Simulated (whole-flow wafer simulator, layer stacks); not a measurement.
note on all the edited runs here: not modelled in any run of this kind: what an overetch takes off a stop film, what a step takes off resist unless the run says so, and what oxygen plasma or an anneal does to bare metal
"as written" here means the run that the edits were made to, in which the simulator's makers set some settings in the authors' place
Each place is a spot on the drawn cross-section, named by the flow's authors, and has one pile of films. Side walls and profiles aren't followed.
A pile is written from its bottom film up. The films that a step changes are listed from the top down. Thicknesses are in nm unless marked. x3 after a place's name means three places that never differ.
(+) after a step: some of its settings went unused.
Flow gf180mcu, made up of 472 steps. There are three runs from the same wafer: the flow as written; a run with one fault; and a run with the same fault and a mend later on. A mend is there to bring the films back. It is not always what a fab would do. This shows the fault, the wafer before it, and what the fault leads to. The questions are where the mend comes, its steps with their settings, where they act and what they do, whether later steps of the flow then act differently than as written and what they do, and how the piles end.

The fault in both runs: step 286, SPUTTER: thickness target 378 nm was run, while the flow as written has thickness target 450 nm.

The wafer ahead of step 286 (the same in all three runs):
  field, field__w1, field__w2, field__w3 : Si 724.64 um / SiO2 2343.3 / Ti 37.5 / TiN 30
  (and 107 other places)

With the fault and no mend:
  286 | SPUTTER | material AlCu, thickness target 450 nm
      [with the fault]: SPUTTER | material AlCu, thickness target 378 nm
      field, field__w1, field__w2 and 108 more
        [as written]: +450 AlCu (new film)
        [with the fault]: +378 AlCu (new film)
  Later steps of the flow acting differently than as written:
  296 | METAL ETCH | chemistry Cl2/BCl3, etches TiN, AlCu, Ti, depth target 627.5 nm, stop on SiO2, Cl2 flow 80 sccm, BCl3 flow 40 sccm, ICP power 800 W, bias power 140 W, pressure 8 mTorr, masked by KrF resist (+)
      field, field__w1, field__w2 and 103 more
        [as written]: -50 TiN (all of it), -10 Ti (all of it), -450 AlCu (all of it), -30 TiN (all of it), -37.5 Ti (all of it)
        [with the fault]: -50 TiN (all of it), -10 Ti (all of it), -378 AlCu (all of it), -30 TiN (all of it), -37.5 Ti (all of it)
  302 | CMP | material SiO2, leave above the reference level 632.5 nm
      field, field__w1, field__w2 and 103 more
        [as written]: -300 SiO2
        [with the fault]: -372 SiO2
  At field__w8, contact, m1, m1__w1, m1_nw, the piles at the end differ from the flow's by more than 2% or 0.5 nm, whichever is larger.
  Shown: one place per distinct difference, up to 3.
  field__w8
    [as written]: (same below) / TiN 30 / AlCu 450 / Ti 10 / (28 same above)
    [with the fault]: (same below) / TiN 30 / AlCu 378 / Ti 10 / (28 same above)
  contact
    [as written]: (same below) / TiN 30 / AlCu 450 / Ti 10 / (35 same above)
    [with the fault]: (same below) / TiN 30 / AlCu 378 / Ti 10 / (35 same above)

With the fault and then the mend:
  After step 286 comes the mend.
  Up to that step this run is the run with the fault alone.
  286a | SPUTTER | material AlCu, thickness target 72 nm (the flow's step 286, run once more with other settings)
      field, field__w1, field__w2 and 108 more
        +72 AlCu
  Every later step of the flow that is run acts as written at every place that is followed.
  By the end, the piles equal the flow's at every place that both follow.
